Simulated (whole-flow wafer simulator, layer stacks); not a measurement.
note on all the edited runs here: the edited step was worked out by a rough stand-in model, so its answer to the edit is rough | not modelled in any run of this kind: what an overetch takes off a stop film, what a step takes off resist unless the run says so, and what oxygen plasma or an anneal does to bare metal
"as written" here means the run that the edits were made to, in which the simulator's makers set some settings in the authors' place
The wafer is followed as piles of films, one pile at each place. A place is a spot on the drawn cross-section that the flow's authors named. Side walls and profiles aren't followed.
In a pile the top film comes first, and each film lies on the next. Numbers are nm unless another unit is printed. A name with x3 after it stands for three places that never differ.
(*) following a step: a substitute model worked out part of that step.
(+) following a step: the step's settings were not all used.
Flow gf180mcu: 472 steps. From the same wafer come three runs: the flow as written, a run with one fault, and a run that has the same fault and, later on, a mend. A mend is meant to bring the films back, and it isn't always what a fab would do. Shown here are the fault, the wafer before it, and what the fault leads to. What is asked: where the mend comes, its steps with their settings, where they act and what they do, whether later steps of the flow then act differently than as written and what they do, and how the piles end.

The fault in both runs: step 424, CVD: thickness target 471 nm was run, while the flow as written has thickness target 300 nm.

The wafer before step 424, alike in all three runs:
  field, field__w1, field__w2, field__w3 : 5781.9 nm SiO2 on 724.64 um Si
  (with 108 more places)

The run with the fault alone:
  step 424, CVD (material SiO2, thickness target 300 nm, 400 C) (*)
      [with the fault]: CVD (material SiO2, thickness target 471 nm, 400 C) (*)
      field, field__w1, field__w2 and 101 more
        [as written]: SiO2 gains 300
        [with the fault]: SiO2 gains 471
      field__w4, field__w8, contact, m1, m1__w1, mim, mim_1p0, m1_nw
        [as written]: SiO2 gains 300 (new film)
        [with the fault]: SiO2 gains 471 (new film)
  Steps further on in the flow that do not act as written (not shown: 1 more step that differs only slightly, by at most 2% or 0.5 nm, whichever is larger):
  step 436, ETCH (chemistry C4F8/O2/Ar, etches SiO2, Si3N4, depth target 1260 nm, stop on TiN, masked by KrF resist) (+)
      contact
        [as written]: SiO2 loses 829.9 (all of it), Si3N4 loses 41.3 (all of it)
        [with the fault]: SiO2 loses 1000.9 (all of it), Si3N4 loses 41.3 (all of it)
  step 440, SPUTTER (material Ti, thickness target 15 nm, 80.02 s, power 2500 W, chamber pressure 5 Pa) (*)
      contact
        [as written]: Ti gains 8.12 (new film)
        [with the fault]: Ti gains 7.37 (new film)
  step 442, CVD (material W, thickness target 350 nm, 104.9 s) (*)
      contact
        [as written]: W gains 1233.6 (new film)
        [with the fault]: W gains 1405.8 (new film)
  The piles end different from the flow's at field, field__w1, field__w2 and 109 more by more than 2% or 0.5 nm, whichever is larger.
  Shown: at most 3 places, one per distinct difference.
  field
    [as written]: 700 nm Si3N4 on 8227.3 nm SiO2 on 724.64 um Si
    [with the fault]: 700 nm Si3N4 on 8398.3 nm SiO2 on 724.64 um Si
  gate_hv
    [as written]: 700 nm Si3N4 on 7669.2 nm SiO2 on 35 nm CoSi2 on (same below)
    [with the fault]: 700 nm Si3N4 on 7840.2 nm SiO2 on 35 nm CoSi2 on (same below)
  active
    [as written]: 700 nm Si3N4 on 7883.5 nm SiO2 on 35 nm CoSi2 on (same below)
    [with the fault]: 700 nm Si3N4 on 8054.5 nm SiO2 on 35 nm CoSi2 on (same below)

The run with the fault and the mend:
  After step 424 comes the mend.
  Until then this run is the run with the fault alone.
  step 424a, WET ETCH (chemistry dHF, depth target 171 nm, 25 C, dilution 100:1) (the flow's step 17, run once more with other settings)
      field, field__w1, field__w2 and 109 more
        SiO2 loses 171
  Every later step of the flow that is run acts as written at every place that is followed.
  The piles end the same as the flow's at every place that both follow.
